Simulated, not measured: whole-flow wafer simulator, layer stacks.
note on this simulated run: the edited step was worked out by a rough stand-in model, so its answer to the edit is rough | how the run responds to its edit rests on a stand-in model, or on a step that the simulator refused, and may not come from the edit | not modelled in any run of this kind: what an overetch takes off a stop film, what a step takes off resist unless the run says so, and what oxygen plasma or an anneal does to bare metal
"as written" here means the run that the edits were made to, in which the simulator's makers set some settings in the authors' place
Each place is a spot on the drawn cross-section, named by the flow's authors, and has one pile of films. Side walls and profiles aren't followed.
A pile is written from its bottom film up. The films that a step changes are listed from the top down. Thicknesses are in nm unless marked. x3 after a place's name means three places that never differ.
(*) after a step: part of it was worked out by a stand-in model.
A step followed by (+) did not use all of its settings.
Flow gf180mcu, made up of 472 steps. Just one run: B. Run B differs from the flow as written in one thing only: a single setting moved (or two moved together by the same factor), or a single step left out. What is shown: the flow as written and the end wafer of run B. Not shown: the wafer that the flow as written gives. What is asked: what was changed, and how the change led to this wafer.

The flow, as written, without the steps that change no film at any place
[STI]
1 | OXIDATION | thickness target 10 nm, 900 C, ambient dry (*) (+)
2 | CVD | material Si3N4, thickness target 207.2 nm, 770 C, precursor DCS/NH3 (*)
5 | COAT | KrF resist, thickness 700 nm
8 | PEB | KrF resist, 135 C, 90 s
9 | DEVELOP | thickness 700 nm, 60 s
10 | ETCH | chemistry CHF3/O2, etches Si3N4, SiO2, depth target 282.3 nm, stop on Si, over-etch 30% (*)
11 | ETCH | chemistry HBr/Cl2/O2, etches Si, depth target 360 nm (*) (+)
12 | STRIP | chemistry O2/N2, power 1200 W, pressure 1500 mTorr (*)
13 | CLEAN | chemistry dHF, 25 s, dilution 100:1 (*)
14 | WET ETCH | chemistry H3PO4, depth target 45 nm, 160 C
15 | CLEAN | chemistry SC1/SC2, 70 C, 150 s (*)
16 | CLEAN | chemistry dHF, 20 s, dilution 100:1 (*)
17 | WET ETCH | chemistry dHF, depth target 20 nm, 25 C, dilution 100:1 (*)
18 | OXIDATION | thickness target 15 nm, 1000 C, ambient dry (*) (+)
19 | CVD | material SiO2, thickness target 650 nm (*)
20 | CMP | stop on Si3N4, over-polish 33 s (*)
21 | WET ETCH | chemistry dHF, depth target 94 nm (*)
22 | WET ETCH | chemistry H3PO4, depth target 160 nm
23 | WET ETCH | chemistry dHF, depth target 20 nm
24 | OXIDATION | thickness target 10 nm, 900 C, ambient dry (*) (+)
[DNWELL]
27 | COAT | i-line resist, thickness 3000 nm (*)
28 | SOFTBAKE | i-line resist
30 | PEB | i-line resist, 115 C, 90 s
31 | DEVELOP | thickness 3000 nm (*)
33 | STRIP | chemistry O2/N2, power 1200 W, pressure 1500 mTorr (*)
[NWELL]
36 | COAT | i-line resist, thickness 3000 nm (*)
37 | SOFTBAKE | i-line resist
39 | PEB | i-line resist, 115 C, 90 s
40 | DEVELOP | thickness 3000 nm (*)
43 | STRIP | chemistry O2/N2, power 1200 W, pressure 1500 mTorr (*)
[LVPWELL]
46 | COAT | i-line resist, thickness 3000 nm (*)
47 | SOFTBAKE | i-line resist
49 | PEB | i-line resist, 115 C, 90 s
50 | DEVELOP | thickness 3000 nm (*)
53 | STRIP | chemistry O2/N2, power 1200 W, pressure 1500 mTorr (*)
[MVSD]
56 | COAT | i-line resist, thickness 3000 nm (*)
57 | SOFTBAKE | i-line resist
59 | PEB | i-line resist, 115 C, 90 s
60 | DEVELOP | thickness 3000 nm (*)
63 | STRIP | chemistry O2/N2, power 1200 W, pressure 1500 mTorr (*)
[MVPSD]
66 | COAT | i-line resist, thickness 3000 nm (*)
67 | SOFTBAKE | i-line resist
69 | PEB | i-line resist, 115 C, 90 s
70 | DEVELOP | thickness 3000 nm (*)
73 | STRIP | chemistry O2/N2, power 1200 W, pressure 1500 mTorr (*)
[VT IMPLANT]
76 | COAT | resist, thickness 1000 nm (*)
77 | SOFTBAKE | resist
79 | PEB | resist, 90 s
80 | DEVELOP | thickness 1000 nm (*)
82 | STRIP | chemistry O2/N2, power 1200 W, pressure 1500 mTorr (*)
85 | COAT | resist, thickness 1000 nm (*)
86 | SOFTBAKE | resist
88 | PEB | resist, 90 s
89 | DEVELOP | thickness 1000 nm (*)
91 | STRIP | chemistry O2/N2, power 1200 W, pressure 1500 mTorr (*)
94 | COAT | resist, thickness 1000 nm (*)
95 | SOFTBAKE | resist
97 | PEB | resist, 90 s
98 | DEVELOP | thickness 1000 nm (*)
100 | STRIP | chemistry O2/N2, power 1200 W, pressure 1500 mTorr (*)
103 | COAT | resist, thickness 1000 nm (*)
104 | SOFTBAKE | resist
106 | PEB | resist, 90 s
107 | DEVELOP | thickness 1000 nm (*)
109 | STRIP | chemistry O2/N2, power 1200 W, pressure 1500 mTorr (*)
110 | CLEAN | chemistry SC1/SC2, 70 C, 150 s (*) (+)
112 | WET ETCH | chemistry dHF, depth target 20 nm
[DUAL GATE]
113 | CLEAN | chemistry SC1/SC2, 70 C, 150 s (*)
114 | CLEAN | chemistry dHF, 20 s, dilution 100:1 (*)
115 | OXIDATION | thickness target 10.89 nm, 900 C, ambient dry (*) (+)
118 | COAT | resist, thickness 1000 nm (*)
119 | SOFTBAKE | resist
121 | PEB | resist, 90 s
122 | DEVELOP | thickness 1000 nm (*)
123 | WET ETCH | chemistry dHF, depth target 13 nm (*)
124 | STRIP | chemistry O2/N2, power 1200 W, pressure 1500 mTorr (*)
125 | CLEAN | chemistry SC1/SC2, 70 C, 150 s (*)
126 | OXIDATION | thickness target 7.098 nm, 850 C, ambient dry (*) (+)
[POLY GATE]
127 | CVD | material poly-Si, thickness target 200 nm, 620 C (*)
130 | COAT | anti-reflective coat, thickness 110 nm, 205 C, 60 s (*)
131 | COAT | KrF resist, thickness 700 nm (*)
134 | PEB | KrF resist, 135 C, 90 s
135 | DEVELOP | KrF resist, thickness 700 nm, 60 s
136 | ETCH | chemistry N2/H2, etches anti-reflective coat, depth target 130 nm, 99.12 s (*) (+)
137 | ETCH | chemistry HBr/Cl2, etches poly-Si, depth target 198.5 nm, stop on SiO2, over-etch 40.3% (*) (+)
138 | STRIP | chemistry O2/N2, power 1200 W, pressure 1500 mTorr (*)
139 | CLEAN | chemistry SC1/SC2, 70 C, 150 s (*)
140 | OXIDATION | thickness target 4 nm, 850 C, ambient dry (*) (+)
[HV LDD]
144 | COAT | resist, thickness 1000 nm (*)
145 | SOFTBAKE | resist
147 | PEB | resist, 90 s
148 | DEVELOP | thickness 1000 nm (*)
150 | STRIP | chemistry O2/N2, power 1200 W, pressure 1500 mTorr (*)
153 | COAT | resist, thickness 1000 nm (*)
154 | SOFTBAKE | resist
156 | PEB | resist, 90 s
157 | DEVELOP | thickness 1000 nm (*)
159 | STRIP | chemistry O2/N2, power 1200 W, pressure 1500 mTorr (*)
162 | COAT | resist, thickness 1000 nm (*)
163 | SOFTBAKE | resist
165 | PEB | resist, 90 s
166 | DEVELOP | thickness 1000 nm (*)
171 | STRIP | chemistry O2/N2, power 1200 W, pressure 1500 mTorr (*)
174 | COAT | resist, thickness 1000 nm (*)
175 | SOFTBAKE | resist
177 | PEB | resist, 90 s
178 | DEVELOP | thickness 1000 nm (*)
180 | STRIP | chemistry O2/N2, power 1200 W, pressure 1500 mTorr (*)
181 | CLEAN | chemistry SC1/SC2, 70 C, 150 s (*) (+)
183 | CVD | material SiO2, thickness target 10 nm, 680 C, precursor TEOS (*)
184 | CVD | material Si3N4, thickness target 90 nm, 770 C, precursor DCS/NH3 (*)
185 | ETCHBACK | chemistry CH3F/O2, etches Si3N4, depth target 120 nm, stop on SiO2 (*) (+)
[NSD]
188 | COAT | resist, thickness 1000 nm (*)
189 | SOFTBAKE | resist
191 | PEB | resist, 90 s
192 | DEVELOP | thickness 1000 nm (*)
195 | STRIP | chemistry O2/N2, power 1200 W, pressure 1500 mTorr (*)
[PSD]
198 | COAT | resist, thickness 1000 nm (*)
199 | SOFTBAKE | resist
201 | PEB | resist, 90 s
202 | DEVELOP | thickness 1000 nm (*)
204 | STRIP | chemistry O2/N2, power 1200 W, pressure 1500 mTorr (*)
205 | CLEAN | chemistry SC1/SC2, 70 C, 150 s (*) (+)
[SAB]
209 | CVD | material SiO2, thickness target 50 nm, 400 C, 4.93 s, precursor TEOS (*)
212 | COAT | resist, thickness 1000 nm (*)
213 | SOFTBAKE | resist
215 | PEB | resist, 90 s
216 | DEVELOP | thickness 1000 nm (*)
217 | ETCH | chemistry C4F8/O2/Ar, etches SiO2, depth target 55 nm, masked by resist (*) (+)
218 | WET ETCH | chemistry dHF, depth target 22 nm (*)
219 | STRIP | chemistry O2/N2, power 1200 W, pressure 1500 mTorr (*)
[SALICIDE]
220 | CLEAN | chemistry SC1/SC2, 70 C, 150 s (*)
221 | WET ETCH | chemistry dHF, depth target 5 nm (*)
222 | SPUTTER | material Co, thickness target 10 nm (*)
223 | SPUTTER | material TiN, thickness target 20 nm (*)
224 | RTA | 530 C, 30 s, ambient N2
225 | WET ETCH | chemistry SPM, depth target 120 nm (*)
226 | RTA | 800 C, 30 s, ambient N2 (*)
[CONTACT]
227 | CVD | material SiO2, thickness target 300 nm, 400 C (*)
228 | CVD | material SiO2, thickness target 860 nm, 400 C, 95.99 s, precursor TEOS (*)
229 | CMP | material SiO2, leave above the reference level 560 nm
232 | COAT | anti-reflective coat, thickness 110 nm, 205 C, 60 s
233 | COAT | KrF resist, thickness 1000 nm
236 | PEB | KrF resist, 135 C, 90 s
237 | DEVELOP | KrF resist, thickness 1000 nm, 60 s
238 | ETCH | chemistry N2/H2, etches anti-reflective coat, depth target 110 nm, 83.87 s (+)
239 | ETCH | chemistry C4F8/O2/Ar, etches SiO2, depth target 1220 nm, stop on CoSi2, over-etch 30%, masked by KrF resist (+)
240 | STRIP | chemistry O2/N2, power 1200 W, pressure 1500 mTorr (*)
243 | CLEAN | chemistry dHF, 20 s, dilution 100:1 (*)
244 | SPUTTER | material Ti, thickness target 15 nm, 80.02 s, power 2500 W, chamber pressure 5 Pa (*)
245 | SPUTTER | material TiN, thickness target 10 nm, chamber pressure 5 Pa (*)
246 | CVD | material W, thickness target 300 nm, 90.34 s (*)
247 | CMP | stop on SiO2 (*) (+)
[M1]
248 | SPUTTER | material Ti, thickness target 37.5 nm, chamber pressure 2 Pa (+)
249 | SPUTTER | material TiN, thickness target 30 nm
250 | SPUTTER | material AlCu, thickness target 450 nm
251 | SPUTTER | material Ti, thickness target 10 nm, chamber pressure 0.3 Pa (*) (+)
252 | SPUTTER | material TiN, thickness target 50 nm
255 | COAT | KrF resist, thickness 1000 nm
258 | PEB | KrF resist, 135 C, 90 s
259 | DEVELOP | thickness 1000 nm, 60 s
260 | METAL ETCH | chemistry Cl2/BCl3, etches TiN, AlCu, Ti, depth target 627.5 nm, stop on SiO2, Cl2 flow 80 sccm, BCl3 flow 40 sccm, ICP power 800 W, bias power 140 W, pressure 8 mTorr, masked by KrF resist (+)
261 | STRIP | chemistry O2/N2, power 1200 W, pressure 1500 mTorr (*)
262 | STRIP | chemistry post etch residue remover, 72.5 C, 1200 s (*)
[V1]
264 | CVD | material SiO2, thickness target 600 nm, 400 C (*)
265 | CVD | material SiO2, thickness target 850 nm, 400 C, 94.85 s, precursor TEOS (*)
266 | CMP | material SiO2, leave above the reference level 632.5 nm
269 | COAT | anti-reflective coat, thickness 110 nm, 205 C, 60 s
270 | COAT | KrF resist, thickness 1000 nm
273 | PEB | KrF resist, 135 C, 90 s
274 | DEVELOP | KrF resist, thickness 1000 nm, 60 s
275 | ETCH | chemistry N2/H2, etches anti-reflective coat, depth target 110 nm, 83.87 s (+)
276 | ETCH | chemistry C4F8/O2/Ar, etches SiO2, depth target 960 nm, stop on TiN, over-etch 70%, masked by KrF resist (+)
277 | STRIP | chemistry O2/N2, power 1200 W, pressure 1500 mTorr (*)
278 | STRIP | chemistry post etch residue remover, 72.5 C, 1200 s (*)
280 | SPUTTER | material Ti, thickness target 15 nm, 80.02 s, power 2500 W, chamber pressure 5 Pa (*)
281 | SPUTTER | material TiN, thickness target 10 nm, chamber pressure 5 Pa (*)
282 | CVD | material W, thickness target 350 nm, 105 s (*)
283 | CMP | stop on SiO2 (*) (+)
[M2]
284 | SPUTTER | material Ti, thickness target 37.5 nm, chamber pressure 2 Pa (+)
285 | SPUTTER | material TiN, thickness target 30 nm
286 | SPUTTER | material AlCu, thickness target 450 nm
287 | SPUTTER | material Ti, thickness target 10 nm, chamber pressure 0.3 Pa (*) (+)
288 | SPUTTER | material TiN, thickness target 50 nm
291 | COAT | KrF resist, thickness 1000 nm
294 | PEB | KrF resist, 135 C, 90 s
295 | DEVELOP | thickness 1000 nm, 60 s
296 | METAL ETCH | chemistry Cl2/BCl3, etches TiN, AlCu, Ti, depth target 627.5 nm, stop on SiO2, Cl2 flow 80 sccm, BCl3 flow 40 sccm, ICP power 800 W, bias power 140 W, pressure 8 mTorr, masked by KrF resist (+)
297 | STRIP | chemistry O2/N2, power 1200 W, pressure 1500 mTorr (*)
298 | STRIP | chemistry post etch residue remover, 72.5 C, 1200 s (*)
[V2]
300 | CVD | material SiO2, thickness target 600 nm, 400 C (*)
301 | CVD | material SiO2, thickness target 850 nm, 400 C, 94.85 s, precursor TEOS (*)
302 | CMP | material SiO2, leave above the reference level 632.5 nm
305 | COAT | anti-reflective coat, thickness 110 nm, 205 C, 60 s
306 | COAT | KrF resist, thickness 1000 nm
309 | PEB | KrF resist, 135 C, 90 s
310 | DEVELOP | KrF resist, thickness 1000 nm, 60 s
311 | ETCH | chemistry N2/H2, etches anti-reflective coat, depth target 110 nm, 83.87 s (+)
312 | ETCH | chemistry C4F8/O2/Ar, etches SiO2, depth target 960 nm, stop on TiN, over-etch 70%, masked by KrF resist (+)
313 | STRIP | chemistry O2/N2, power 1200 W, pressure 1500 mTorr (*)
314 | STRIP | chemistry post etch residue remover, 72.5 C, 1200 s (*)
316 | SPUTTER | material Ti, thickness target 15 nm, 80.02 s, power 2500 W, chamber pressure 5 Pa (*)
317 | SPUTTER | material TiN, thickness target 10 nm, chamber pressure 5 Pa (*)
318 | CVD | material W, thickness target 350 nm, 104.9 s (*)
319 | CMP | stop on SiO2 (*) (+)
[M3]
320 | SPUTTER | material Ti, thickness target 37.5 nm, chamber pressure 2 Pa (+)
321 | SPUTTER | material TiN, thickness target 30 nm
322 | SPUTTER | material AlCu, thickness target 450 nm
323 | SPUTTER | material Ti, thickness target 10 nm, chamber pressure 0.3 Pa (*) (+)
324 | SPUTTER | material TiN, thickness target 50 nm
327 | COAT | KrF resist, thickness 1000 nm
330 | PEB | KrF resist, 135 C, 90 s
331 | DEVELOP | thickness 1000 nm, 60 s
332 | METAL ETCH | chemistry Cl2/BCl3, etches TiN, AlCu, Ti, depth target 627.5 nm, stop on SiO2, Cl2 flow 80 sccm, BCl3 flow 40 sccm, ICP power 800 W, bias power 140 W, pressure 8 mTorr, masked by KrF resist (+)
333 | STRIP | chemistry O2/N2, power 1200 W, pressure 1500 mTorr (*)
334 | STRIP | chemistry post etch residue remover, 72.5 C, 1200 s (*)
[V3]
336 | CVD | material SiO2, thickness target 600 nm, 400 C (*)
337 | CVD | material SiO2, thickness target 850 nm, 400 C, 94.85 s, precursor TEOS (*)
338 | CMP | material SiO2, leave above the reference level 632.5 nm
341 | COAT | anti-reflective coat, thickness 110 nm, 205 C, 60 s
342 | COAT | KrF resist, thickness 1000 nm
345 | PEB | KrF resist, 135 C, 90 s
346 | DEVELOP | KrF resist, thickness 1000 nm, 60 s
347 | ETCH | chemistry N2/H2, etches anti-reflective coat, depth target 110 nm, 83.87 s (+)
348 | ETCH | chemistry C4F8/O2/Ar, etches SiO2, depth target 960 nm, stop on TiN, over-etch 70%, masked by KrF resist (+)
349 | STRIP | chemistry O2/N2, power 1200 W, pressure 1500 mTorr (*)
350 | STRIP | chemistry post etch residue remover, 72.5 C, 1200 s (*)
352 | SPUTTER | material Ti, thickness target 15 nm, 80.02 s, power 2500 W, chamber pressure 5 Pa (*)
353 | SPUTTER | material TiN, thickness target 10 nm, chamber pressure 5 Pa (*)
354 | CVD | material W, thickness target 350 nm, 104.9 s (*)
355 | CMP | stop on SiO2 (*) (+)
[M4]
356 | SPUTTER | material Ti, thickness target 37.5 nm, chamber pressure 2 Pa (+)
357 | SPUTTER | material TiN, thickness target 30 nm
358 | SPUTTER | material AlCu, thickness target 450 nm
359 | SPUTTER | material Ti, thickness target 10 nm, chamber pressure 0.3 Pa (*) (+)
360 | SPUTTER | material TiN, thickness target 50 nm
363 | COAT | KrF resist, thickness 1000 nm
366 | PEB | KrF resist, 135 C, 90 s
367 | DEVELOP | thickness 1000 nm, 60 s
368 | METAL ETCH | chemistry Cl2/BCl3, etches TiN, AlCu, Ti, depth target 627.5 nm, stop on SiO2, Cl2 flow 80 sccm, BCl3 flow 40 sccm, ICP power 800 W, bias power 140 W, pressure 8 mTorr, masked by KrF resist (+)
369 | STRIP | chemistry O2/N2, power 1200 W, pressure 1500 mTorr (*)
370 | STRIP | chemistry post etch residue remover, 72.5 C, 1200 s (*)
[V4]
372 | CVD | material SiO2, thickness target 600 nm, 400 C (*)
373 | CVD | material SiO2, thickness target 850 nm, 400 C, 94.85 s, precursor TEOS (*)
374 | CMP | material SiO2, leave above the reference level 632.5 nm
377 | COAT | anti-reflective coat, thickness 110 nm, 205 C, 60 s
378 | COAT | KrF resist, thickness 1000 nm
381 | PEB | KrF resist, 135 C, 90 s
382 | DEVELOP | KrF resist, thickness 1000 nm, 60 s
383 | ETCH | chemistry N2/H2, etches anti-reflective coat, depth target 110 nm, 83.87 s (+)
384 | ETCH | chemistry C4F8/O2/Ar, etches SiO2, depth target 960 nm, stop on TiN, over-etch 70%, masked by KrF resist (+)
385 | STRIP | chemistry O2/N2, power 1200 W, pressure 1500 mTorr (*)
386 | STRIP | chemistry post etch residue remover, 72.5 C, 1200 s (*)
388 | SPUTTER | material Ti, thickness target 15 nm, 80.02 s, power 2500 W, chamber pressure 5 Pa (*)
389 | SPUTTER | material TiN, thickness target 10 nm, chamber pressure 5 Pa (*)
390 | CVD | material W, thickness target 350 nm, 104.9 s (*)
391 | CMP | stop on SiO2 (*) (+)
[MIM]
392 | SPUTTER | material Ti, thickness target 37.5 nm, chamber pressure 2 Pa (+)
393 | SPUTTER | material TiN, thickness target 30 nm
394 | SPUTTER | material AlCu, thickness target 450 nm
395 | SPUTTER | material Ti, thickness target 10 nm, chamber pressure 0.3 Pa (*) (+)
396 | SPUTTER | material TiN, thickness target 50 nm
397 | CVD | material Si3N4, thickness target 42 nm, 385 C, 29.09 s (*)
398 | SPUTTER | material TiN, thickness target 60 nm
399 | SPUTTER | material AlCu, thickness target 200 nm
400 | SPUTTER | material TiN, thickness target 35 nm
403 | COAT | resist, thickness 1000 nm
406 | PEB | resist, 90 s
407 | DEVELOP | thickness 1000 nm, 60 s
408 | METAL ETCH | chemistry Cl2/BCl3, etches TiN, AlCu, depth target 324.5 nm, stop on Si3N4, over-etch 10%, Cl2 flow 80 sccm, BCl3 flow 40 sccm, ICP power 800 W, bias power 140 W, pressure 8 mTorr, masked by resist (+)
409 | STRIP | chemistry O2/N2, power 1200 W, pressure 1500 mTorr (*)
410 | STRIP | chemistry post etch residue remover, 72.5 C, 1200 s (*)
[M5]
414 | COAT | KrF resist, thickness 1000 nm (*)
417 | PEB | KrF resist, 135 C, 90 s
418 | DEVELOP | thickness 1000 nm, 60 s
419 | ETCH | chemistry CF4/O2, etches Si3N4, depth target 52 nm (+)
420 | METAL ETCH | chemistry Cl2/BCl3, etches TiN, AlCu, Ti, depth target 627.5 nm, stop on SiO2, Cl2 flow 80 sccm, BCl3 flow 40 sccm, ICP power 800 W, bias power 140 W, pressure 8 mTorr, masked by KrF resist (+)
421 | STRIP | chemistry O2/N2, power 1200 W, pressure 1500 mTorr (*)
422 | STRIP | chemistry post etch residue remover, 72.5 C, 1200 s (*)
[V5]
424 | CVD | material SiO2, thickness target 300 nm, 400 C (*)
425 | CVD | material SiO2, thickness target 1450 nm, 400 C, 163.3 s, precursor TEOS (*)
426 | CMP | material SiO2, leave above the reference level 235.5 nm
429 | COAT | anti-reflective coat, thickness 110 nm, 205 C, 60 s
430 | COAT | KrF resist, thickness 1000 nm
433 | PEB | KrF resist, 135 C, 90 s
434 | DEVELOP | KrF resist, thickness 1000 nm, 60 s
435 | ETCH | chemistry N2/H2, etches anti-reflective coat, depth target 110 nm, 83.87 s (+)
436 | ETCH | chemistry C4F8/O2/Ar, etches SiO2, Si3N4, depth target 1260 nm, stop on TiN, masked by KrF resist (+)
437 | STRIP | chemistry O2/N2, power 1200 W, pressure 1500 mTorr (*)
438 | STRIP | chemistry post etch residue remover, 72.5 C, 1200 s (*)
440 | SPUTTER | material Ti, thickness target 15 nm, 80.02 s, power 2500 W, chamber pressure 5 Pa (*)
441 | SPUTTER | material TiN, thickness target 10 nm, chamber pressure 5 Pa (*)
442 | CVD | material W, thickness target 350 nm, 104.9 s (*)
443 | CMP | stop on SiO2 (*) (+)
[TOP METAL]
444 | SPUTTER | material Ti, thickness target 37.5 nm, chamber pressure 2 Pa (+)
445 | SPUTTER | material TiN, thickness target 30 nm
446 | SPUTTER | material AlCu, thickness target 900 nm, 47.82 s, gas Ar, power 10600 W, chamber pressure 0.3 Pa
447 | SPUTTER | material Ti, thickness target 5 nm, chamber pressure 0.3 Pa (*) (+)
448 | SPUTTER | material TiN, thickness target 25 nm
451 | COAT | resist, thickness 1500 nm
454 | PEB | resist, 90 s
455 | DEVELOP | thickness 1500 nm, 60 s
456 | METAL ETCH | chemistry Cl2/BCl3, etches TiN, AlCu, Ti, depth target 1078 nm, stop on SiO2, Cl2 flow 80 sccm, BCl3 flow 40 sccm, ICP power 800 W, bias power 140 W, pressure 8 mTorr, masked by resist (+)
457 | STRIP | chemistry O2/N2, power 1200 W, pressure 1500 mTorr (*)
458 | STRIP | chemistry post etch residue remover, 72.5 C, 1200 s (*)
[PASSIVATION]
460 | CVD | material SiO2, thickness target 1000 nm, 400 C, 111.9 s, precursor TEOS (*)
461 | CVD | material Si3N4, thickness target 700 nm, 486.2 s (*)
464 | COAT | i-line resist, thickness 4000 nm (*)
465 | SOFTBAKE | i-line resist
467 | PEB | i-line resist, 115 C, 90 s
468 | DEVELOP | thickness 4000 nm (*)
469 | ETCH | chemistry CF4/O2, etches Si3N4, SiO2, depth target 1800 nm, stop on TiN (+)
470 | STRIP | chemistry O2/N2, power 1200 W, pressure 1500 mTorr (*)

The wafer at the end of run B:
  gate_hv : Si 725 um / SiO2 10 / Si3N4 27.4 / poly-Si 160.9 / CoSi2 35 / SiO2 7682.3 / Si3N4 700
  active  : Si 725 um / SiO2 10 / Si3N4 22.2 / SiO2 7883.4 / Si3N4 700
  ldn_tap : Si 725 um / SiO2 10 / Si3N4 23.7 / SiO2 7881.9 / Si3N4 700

What caused this: step 2, CVD: thickness target 248.6 nm was run, whereas the flow has thickness target 207.2 nm.

The path from the change to this, step by step:
  2 | CVD | material Si3N4, thickness target 207.2 nm, 770 C, precursor DCS/NH3 (*)
      field, field_sub, active and 77 more: +248.6 Si3N4 (new film) (it would be, as written: +207.2 Si3N4 (new film))
  10 | ETCH | chemistry CHF3/O2, etches Si3N4, SiO2, depth target 282.3 nm, stop on Si, over-etch 30% (*)
      field, field_sub, sti and 34 more: -248.6 Si3N4 (all of it), -10 SiO2 (all of it), -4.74 Si (it would be, as written: -207.2 Si3N4 (all of it), -10 SiO2 (all of it), -13 Si)
  11 | ETCH | chemistry HBr/Cl2/O2, etches Si, depth target 360 nm (*) (+)
      active, n_well, p_well and 40 more: -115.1 KrF resist (it would be, as written: -112.3 KrF resist)
      field, field_sub, sti and 34 more: -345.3 Si (it would be, as written: -337 Si)
  19 | CVD | material SiO2, thickness target 650 nm (*)
      m1, ld_fp_n, ld_drift_n and 8 more: +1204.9 SiO2 (it would be, as written: +1163.5 SiO2)
  20 | CMP | stop on Si3N4, over-polish 33 s (*)
      sti, mim_1p0, pad and 11 more: -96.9 SiO2 (it would be, as written: -138.3 SiO2)
      nw_enc_fld, nw_enc_fld_lv: -100.9 SiO2 (it would be, as written: -142.4 SiO2)
      (also at 10 further places)
  22 | WET ETCH | chemistry H3PO4, depth target 160 nm
      active, n_well, p_well and 40 more: -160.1 Si3N4 (it would be, as written: -150.9 Si3N4 (all of it), -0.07 SiO2)
  23 | WET ETCH | chemistry dHF, depth target 20 nm
      active, n_well, p_well and 40 more: -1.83 Si3N4 (it would be, as written: -9.93 SiO2 (all of it))
  24 | OXIDATION | thickness target 10 nm, 900 C, ambient dry (*) (+)
      active, n_well, p_well and 40 more: nothing (it would be, as written: +10 SiO2 (new film), -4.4 Si)
  28 | SOFTBAKE | i-line resist
      field: +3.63 i-line resist (it would be, as written: +3.04 i-line resist)
      gate_hv: +3.71 i-line resist (it would be, as written: +3.15 i-line resist)
      (also at 29 further places)
  37 | SOFTBAKE | i-line resist
      field: +3.63 i-line resist (it would be, as written: +3.04 i-line resist)
      gate_hv: +3.71 i-line resist (it would be, as written: +3.15 i-line resist)
      (also at 29 further places)
  47 | SOFTBAKE | i-line resist
      field: +3.63 i-line resist (it would be, as written: +3.04 i-line resist)
      gate_hv: +3.71 i-line resist (it would be, as written: +3.15 i-line resist)
      (also at 29 further places)
  57 | SOFTBAKE | i-line resist
      field: +3.63 i-line resist (it would be, as written: +3.04 i-line resist)
      gate_hv: +3.71 i-line resist (it would be, as written: +3.15 i-line resist)
      (also at 29 further places)
  67 | SOFTBAKE | i-line resist
      field: +3.63 i-line resist (it would be, as written: +3.04 i-line resist)
      gate_hv: +3.71 i-line resist (it would be, as written: +3.15 i-line resist)
      (also at 29 further places)
  112 | WET ETCH | chemistry dHF, depth target 20 nm
      active, n_well, p_well and 40 more: -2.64 Si3N4 (it would be, as written: -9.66 SiO2 (all of it))
  113 | CLEAN | chemistry SC1/SC2, 70 C, 150 s (*)
      active, n_well, p_well and 40 more: nothing (it would be, as written: +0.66 chemical SiO2 (new film), -1.83 Si)
  114 | CLEAN | chemistry dHF, 20 s, dilution 100:1 (*)
      active, n_well, p_well and 40 more: -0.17 Si3N4 (it would be, as written: -0.66 chemical SiO2 (all of it))
  ... another 28 steps ...
  471 | ANNEAL | 400 C, 1800 s, ambient N2/H2
      contact: under 49 films: +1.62 void (new film), -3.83 Ti, +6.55 TiSi first (new film), -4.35 Si (it would be, as written: nothing)
Taking metal films that touch as one body, active has 0 bodies; the flow as written gives 1 body.
Taking metal films that touch as one body, ldn_tap has 0 bodies; the flow as written gives 1 body.
